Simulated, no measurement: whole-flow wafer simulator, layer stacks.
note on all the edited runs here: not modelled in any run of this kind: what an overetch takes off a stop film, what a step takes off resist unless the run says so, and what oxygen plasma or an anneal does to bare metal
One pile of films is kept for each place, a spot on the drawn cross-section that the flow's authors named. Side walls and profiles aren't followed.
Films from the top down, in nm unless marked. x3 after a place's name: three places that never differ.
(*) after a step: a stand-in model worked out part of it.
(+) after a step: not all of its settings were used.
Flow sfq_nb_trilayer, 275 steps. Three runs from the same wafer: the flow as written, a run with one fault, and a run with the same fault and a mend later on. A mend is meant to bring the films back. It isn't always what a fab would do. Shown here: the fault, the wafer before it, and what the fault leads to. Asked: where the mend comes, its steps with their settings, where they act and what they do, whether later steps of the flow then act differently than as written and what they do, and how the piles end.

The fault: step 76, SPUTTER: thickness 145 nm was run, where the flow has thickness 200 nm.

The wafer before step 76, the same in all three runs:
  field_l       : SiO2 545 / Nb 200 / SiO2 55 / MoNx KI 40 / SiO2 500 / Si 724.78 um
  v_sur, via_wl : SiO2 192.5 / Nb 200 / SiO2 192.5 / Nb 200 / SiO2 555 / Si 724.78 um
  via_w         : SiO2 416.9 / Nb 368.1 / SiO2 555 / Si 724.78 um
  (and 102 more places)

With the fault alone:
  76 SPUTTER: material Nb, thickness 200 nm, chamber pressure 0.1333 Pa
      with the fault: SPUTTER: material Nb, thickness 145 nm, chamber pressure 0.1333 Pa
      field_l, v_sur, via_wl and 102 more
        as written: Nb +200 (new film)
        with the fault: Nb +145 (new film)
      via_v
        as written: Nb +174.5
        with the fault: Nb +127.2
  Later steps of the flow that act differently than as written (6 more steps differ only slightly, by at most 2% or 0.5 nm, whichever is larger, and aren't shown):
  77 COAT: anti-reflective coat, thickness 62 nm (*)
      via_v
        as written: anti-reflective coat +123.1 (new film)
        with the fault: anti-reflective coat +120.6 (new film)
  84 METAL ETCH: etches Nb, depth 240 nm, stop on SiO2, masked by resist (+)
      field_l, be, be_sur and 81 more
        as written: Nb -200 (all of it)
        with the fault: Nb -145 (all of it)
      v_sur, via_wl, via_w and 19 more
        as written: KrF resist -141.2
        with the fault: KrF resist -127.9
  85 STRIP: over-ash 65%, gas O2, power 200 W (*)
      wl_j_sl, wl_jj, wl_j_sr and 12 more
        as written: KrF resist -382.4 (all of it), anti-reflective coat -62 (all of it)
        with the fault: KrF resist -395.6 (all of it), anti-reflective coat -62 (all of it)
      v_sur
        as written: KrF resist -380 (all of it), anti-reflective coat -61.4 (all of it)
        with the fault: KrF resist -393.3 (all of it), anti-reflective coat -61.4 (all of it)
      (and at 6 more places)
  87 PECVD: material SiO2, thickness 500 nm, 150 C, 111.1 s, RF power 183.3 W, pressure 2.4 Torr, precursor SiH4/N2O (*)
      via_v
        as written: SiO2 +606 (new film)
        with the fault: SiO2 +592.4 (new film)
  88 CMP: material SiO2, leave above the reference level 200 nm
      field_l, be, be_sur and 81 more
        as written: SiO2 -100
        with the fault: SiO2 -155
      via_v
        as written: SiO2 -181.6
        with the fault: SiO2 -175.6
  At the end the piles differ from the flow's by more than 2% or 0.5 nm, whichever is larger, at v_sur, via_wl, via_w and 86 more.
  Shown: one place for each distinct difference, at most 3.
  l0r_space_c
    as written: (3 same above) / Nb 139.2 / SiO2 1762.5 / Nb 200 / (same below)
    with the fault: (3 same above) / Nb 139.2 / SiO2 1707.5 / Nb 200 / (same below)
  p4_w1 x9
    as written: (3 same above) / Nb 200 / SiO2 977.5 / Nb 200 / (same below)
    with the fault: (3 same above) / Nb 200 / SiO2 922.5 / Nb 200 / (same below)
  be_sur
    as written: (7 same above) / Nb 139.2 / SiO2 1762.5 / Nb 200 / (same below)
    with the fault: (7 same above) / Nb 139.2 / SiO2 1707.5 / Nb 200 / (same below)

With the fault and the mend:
  The mend comes after step 76.
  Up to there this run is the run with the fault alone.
  76a SPUTTER: material Nb, thickness 55 nm, chamber pressure 0.1333 Pa (the flow's step 76 once more, with other settings)
      field_l, v_sur, via_wl and 102 more
        Nb +55
      via_v
        Nb +43.6
  No later step of the flow acts differently than as written, at any place that is followed, by more than 2% or 0.5 nm, whichever is larger.
  At the end the piles differ from the flow's only slightly at the places that both follow, by at most 2% or 0.5 nm, whichever is larger.
